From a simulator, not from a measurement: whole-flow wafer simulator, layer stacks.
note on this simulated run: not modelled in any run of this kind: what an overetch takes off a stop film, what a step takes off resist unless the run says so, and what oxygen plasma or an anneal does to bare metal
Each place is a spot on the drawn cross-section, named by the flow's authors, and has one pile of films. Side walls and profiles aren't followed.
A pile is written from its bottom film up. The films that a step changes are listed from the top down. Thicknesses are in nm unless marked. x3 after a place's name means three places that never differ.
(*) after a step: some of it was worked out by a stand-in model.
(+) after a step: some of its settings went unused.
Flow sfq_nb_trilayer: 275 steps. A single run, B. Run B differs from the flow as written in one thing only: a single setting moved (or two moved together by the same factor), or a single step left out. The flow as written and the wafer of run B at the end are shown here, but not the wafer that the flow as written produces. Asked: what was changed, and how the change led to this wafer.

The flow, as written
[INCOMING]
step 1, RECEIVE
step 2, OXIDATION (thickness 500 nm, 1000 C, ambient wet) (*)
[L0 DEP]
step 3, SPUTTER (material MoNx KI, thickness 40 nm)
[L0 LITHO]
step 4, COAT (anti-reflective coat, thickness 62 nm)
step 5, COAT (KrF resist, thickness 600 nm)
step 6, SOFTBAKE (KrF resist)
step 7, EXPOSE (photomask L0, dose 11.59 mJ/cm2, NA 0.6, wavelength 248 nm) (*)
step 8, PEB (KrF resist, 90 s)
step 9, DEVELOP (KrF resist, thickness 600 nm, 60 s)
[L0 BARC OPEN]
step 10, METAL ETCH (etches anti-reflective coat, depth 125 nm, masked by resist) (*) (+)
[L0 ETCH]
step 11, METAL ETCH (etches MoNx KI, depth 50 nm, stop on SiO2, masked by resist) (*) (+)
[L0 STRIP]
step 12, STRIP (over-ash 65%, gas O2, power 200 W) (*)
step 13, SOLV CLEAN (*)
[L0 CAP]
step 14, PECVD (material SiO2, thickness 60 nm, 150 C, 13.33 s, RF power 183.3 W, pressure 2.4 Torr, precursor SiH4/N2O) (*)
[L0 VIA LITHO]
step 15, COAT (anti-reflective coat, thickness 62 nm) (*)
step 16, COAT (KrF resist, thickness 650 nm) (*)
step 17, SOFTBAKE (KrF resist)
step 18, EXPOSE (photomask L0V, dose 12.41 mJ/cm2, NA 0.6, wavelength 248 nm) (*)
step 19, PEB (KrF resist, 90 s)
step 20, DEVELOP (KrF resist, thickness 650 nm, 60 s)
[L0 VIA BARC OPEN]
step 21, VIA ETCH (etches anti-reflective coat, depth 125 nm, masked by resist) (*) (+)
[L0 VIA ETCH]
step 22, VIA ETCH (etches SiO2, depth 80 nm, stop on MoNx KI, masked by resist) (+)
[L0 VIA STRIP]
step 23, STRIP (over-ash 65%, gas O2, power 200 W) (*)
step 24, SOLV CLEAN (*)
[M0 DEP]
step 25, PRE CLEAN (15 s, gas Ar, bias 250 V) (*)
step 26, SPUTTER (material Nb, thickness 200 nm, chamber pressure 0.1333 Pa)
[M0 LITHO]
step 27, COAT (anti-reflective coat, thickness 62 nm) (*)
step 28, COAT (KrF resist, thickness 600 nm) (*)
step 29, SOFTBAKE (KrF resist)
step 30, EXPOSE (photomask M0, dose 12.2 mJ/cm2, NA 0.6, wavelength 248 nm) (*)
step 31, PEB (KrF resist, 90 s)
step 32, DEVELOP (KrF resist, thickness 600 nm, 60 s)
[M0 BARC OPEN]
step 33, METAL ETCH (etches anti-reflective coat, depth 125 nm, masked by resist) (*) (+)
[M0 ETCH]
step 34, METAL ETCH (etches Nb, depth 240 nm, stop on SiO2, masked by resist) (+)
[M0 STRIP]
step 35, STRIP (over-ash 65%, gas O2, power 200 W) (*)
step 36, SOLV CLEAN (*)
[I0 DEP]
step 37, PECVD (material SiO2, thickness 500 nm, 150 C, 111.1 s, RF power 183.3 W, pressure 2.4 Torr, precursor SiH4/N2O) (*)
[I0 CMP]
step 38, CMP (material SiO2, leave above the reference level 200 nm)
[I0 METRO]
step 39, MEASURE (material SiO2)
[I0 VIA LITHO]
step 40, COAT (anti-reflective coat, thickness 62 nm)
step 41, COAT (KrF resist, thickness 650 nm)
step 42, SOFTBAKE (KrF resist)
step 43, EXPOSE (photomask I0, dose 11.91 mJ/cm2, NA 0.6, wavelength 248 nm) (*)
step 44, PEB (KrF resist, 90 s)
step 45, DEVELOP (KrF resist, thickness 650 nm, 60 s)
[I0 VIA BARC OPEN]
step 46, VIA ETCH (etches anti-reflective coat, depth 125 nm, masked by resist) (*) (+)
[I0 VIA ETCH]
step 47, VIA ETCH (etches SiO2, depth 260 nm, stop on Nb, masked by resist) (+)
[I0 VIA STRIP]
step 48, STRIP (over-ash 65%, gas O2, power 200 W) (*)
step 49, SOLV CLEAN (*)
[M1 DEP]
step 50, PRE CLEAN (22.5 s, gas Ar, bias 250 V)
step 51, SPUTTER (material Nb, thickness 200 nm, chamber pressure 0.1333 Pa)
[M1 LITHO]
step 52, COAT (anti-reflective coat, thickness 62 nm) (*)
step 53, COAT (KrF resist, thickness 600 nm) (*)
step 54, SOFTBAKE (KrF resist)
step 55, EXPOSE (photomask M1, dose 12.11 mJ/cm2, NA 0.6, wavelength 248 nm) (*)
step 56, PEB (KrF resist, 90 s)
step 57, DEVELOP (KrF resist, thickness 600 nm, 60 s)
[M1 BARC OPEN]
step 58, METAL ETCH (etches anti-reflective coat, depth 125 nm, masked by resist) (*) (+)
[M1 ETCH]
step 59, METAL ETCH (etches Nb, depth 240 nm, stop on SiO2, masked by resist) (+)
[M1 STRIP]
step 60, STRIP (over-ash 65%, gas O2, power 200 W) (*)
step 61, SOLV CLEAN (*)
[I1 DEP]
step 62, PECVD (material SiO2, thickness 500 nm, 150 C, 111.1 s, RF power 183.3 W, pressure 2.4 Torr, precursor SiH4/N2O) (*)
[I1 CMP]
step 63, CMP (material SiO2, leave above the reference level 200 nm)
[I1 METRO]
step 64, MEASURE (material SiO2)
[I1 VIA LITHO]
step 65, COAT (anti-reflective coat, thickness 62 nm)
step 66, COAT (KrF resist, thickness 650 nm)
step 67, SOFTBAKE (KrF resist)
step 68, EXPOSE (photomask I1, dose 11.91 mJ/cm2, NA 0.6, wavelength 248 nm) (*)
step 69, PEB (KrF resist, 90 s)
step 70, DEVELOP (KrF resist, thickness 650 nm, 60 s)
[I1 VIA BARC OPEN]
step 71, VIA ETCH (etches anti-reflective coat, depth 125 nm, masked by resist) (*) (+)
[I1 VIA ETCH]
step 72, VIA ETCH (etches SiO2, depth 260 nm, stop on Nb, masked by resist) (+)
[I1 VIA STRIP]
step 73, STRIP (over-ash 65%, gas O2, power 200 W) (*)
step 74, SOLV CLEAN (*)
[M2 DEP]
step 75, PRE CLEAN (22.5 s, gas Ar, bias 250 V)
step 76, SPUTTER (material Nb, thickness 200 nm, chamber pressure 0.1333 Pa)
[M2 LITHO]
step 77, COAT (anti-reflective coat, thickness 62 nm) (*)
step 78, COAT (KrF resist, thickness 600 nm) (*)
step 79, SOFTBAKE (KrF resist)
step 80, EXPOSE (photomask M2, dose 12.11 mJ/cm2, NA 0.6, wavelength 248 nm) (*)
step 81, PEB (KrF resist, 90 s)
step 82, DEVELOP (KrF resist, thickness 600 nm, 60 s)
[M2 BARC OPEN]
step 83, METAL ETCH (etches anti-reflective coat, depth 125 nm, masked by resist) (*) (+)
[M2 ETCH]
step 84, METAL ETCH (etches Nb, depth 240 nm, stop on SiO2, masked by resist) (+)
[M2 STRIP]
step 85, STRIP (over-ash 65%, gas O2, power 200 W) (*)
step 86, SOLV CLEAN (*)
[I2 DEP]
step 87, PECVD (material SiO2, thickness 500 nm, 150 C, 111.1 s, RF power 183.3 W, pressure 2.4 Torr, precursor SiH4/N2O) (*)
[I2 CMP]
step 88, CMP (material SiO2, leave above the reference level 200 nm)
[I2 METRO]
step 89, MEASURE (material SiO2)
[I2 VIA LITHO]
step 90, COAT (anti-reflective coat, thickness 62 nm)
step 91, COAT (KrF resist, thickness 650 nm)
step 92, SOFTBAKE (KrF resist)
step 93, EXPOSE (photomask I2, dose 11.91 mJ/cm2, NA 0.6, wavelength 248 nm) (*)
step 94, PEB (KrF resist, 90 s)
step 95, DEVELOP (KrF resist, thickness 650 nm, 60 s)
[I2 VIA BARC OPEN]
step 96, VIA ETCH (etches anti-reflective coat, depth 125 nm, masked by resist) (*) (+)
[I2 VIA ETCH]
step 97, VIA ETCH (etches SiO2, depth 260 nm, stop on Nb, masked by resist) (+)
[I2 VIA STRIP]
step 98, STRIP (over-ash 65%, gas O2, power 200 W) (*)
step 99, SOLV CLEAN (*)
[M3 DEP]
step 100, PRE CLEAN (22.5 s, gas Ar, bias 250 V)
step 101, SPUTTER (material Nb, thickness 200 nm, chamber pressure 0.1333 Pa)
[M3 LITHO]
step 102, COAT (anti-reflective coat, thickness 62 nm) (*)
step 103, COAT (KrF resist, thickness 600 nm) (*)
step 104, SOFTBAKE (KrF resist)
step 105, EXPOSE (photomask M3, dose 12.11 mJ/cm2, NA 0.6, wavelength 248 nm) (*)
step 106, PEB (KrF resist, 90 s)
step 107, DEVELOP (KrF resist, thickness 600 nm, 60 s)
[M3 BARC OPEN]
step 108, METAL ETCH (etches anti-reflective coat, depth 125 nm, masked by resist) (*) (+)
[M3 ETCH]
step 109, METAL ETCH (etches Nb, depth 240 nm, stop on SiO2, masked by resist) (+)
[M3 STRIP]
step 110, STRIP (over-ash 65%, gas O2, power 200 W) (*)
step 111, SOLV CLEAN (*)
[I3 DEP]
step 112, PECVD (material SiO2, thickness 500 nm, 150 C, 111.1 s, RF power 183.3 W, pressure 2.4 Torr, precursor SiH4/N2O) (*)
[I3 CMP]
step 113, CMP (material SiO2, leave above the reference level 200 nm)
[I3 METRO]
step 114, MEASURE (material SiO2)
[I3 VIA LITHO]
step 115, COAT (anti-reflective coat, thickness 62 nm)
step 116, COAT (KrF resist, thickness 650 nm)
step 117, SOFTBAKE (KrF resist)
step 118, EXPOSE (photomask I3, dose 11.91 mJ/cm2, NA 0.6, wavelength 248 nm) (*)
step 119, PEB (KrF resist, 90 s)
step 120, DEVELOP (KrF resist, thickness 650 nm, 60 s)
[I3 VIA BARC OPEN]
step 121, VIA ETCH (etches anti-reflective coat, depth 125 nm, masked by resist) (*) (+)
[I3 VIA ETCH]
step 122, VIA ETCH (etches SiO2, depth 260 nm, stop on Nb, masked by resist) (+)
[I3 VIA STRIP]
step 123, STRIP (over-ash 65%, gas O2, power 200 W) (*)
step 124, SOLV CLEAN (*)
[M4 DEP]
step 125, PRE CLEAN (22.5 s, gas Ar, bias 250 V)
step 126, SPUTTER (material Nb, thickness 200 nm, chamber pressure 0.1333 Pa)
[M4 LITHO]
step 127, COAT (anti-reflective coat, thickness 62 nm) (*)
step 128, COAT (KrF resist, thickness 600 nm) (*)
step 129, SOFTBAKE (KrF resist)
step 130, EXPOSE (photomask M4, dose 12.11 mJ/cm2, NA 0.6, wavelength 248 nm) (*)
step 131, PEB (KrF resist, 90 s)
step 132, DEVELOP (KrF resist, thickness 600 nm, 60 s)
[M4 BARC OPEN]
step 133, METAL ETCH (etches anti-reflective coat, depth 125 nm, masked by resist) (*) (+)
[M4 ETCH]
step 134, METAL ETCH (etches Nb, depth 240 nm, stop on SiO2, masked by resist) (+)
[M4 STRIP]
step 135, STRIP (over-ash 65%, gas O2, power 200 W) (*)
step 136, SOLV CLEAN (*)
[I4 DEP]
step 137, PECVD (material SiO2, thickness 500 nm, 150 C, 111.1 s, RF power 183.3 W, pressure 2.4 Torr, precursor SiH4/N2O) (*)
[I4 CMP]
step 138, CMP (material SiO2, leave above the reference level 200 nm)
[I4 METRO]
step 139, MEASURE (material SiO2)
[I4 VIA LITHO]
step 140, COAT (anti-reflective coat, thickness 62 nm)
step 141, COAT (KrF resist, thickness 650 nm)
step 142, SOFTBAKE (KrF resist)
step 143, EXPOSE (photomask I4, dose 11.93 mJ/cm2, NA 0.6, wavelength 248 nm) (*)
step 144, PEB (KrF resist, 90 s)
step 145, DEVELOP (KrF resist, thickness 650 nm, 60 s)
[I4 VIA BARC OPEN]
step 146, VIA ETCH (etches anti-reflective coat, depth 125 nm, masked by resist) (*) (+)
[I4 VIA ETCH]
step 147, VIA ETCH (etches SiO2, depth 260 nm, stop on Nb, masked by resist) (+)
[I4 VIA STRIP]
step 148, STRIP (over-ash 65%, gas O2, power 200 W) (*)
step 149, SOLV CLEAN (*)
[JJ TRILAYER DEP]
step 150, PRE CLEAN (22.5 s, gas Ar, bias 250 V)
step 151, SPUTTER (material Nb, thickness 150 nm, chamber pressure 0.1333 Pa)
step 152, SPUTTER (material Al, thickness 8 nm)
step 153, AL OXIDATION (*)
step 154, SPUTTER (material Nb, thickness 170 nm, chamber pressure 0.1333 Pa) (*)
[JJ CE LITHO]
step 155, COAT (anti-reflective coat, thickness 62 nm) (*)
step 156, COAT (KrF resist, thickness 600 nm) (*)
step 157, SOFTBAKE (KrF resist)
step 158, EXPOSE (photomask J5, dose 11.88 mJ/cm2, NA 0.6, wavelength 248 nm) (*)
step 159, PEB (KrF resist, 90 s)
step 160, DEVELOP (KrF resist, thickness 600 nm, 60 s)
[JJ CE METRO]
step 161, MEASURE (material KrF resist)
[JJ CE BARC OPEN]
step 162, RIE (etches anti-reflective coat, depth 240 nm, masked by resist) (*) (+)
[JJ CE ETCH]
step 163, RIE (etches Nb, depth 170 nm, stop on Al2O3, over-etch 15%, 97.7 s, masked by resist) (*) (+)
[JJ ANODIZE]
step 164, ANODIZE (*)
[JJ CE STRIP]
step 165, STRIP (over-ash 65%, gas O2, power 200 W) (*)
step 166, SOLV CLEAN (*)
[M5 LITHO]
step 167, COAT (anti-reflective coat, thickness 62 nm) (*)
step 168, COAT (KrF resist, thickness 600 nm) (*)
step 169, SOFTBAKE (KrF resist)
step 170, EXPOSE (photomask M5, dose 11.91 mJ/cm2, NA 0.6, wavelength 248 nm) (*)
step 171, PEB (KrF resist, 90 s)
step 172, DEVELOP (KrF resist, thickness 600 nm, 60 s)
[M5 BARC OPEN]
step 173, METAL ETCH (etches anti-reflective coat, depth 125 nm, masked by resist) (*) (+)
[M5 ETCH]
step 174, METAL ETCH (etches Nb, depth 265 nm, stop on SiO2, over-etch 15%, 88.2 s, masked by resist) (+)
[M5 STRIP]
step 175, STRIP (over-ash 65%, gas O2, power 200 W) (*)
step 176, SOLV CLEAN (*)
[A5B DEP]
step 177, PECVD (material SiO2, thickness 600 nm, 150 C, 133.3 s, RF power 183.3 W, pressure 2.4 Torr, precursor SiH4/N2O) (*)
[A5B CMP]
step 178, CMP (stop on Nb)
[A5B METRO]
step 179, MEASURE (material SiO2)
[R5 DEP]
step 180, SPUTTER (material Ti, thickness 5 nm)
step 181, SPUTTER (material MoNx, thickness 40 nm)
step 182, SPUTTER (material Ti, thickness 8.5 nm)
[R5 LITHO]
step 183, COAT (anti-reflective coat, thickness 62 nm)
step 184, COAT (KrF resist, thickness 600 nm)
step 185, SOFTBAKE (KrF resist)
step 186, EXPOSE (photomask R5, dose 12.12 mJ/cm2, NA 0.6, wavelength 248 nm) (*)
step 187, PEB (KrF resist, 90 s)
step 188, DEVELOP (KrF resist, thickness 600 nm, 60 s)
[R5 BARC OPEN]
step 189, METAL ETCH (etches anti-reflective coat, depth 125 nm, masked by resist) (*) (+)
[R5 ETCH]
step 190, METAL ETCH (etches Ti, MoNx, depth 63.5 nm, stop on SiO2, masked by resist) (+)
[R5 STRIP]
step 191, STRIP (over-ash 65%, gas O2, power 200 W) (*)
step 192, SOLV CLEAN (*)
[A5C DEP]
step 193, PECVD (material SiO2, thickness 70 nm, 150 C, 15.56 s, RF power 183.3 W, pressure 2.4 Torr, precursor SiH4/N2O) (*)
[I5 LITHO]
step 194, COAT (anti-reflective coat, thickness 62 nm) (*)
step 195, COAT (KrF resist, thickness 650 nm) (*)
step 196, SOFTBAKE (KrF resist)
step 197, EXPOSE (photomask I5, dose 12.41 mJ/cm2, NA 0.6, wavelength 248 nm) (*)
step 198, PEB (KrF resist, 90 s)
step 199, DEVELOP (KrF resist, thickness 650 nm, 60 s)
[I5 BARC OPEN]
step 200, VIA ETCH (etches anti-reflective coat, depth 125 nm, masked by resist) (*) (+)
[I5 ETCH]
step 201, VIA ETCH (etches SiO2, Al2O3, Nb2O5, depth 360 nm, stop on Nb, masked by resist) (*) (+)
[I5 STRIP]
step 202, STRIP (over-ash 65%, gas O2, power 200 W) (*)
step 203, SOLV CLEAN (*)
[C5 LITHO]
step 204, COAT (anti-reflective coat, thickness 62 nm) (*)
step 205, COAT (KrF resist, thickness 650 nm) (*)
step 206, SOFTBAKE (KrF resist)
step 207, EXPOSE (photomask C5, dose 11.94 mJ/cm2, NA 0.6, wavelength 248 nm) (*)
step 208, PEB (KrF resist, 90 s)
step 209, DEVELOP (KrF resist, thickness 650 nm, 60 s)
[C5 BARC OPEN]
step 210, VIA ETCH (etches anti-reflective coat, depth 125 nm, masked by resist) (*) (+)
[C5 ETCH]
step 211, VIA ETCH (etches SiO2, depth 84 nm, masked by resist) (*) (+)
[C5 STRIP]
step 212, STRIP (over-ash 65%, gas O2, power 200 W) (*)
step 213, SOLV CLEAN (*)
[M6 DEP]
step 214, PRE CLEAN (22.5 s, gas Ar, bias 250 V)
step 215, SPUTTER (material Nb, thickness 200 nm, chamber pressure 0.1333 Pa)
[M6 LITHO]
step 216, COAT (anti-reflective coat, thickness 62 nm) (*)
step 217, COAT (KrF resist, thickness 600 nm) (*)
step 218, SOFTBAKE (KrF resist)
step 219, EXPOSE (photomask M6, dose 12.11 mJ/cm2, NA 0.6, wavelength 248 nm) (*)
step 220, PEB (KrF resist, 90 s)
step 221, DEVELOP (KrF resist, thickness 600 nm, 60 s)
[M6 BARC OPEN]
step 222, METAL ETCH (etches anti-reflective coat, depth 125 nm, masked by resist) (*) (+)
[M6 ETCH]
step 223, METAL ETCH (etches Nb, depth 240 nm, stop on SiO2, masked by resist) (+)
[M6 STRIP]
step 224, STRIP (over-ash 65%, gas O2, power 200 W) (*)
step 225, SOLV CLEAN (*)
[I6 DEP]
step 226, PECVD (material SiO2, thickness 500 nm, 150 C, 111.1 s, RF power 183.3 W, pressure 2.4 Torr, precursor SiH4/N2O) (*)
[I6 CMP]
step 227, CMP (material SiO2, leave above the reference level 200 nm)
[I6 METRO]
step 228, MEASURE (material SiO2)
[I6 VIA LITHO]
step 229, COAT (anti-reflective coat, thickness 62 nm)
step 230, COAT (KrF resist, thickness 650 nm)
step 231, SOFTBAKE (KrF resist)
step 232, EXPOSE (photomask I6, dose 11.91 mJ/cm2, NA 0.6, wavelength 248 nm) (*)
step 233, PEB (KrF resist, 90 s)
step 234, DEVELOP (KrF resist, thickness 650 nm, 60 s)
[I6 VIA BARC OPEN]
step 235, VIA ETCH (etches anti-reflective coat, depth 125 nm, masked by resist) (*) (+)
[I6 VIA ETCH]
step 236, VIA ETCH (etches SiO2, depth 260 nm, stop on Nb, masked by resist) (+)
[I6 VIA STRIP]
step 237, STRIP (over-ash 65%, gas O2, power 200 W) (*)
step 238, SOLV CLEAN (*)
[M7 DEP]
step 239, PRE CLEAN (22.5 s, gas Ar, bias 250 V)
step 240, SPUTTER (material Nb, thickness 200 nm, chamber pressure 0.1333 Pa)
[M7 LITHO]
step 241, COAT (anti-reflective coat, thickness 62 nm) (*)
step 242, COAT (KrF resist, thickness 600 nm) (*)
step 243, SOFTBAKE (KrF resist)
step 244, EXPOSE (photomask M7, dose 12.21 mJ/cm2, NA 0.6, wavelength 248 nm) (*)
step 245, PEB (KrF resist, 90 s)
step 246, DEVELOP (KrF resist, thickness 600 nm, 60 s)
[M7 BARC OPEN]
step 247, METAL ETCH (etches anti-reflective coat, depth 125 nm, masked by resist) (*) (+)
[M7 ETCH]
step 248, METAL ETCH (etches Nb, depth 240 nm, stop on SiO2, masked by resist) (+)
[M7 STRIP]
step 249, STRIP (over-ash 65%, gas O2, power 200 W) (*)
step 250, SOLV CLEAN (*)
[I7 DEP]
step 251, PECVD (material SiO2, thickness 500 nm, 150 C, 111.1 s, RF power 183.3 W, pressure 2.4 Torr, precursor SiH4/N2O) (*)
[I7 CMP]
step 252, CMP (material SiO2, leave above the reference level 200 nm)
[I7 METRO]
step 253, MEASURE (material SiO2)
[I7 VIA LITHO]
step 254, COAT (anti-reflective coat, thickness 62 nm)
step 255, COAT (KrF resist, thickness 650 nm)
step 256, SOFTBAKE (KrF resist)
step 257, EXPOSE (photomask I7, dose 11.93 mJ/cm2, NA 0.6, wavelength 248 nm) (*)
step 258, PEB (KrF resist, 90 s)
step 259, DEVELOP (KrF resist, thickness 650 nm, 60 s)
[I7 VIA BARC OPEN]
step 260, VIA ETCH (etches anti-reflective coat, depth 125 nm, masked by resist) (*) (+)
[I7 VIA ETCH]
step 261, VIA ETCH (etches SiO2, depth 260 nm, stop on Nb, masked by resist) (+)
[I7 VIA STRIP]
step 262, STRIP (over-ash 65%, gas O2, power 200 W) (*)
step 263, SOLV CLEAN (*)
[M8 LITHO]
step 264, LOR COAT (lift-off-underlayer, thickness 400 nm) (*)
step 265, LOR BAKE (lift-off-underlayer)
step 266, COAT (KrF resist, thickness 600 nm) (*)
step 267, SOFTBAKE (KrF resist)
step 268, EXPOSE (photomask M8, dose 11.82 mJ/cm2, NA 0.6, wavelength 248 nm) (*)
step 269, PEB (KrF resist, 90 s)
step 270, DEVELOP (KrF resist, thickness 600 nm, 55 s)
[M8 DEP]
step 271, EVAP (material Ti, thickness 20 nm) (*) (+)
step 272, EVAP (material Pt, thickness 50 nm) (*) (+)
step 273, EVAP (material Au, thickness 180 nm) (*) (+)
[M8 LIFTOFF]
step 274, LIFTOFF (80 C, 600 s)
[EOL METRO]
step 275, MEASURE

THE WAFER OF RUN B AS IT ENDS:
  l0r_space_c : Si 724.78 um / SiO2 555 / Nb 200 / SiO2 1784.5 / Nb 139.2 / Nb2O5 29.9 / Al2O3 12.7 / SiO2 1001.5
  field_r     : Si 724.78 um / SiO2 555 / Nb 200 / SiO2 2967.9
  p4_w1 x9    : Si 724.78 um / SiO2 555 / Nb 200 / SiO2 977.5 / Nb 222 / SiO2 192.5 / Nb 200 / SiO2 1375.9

Cause: step 101, SPUTTER: thickness 222 nm was run, while the flow as written has thickness 200 nm.
The wafer itself shows it: p4_w1 x9 has Nb 222, and step 101 as written asks for 200 nm.

The path from the change to this, step by step:
  step 101, SPUTTER (material Nb, thickness 200 nm, chamber pressure 0.1333 Pa)
      field_l, v_sur, via_wl and 102 more: Nb gains 222 (new film) (in the flow as written it would be: Nb gains 200 (new film))
      via_w: Nb gains 184 (in the flow as written it would be: Nb gains 165.5)
  step 109, METAL ETCH (etches Nb, depth 240 nm, stop on SiO2, masked by resist) (+)
      field_l, be, be_sur and 72 more: Nb loses 222 (all of it) (in the flow as written it would be: Nb loses 200 (all of it))
  step 112, PECVD (material SiO2, thickness 500 nm, 150 C, 111.1 s, RF power 183.3 W, pressure 2.4 Torr, precursor SiH4/N2O) (*)
      p4_g1 x2, p3_s0 x6: SiO2 gains 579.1 (in the flow as written it would be: SiO2 gains 557.1)
  step 113, CMP (material SiO2, leave above the reference level 200 nm)
      field_l, be, be_sur and 64 more: SiO2 loses 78 (in the flow as written it would be: SiO2 loses 100)
